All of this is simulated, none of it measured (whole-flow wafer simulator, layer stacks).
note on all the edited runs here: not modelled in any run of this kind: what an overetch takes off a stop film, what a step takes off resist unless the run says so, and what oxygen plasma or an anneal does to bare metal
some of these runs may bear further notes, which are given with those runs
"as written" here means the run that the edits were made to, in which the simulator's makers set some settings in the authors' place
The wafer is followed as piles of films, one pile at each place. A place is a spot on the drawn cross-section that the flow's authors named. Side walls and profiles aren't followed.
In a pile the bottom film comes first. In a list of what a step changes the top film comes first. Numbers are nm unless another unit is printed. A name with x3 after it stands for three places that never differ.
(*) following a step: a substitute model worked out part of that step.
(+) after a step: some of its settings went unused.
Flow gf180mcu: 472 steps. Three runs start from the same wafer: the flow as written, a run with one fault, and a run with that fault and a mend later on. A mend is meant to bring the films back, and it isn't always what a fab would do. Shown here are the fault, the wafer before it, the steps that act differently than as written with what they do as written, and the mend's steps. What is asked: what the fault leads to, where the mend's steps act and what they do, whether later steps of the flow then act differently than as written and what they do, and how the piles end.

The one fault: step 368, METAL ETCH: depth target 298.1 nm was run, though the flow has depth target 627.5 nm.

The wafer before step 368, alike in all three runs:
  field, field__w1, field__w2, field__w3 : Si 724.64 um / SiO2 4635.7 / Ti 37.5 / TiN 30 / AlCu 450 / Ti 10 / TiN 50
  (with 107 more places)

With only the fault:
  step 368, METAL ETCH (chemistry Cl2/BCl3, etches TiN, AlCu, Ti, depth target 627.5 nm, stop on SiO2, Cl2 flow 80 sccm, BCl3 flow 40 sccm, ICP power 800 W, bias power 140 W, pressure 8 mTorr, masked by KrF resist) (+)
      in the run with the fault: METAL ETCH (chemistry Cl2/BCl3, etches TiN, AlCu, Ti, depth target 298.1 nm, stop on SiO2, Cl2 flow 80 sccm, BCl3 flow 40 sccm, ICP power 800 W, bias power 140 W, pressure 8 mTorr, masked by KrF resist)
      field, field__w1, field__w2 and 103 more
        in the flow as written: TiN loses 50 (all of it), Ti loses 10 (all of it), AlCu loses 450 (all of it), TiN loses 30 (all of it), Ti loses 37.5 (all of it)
        in the run with the fault: TiN loses 50 (all of it), Ti loses 10 (all of it), AlCu loses 238.1
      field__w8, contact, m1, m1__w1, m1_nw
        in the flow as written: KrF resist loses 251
        in the run with the fault: KrF resist loses 119.2
  Steps later in the flow that act otherwise than as written:
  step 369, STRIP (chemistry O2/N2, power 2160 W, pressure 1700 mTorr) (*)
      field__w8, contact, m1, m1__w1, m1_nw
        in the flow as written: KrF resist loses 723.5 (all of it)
        in the run with the fault: KrF resist loses 855.3 (all of it)
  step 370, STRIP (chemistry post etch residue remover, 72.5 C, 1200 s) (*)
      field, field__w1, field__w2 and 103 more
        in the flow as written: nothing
        in the run with the fault: AlCu loses 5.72
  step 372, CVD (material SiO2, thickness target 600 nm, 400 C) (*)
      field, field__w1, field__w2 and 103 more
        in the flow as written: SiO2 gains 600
        in the run with the fault: SiO2 gains 600 (new film)
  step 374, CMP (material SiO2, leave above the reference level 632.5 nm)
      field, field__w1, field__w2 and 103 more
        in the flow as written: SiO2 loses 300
        in the run with the fault: SiO2 loses 573.7
  At field, field__w1, field__w2 and 104 more, the piles at the end differ from the flow's by more than 2% or 0.5 nm, whichever is larger.
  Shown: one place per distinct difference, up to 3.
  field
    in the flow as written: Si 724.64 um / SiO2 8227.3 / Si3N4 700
    in the run with the fault: Si 724.64 um / SiO2 4635.7 / Ti 37.5 / TiN 30 / AlCu 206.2 / SiO2 3317.9 / Si3N4 700
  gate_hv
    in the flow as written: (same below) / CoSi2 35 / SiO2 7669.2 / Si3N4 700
    in the run with the fault: (same below) / CoSi2 35 / SiO2 4077.6 / Ti 37.5 / TiN 30 / AlCu 206.2 / SiO2 3317.9 / Si3N4 700
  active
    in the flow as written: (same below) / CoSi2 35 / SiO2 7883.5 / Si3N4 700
    in the run with the fault: (same below) / CoSi2 35 / SiO2 4291.9 / Ti 37.5 / TiN 30 / AlCu 206.2 / SiO2 3317.9 / Si3N4 700

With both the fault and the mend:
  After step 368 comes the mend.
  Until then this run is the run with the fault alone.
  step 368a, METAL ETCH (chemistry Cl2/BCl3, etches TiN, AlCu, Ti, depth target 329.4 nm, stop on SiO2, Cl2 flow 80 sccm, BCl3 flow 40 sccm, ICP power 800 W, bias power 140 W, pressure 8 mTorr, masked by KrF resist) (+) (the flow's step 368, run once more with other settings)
      field, field__w1, field__w2 and 103 more
        AlCu loses 211.9 (all of it), TiN loses 30 (all of it), Ti loses 37.5 (all of it)
      field__w8, contact, m1, m1__w1, m1_nw
        KrF resist loses 131.8
  None of the later steps of the flow acts differently than as written at any place that is followed.
  At every place that both follow, the piles at the end match the flow's.
